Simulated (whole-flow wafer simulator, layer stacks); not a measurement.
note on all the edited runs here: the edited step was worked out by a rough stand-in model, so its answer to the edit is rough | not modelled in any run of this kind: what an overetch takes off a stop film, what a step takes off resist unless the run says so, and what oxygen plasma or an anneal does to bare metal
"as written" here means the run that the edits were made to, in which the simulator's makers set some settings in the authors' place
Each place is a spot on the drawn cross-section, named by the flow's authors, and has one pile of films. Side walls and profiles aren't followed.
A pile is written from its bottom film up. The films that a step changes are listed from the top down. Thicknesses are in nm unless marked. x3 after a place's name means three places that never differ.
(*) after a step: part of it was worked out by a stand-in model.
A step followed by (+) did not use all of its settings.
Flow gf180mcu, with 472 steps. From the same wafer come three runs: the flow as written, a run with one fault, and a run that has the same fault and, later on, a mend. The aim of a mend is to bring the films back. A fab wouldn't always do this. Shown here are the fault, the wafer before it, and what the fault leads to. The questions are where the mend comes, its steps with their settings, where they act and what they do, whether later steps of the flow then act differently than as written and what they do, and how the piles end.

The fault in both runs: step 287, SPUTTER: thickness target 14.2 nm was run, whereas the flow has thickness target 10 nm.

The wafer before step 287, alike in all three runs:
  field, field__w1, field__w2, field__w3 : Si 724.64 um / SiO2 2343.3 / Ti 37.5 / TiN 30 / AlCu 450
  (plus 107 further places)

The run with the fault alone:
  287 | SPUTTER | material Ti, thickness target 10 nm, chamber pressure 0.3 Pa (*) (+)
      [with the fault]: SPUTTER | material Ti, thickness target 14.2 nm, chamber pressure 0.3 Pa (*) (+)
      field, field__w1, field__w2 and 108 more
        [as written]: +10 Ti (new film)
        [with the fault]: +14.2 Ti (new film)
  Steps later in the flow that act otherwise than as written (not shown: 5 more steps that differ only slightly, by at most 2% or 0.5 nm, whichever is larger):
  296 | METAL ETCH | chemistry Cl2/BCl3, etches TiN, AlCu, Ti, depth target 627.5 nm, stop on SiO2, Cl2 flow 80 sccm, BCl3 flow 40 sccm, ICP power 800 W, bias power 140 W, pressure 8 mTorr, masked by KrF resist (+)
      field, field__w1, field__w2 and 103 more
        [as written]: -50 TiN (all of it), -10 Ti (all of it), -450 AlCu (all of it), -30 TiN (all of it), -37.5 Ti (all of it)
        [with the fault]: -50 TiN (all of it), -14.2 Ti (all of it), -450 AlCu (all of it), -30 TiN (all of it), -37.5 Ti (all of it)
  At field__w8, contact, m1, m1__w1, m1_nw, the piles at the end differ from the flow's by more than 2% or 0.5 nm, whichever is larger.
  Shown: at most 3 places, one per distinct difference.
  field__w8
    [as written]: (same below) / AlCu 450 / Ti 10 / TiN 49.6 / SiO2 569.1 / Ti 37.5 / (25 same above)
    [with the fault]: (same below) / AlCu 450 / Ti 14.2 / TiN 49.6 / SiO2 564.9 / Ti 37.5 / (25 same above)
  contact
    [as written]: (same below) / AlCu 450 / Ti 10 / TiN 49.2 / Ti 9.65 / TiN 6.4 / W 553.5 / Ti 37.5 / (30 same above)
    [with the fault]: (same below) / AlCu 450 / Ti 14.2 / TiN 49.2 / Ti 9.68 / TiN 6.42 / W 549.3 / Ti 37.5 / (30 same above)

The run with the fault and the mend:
  The mend follows step 287.
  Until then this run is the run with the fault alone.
  287a | METAL ETCH | chemistry Cl2/BCl3, etches TiN, AlCu, Ti, depth target 4.2 nm, Cl2 flow 80 sccm, BCl3 flow 40 sccm, ICP power 800 W, bias power 140 W, pressure 8 mTorr (the flow's step 260 again, with other settings)
      field, field__w1, field__w2 and 108 more
        -4.2 Ti
  Every later step of the flow that is run acts as written at every place that is followed.
  The piles end the same as the flow's at every place that both follow.
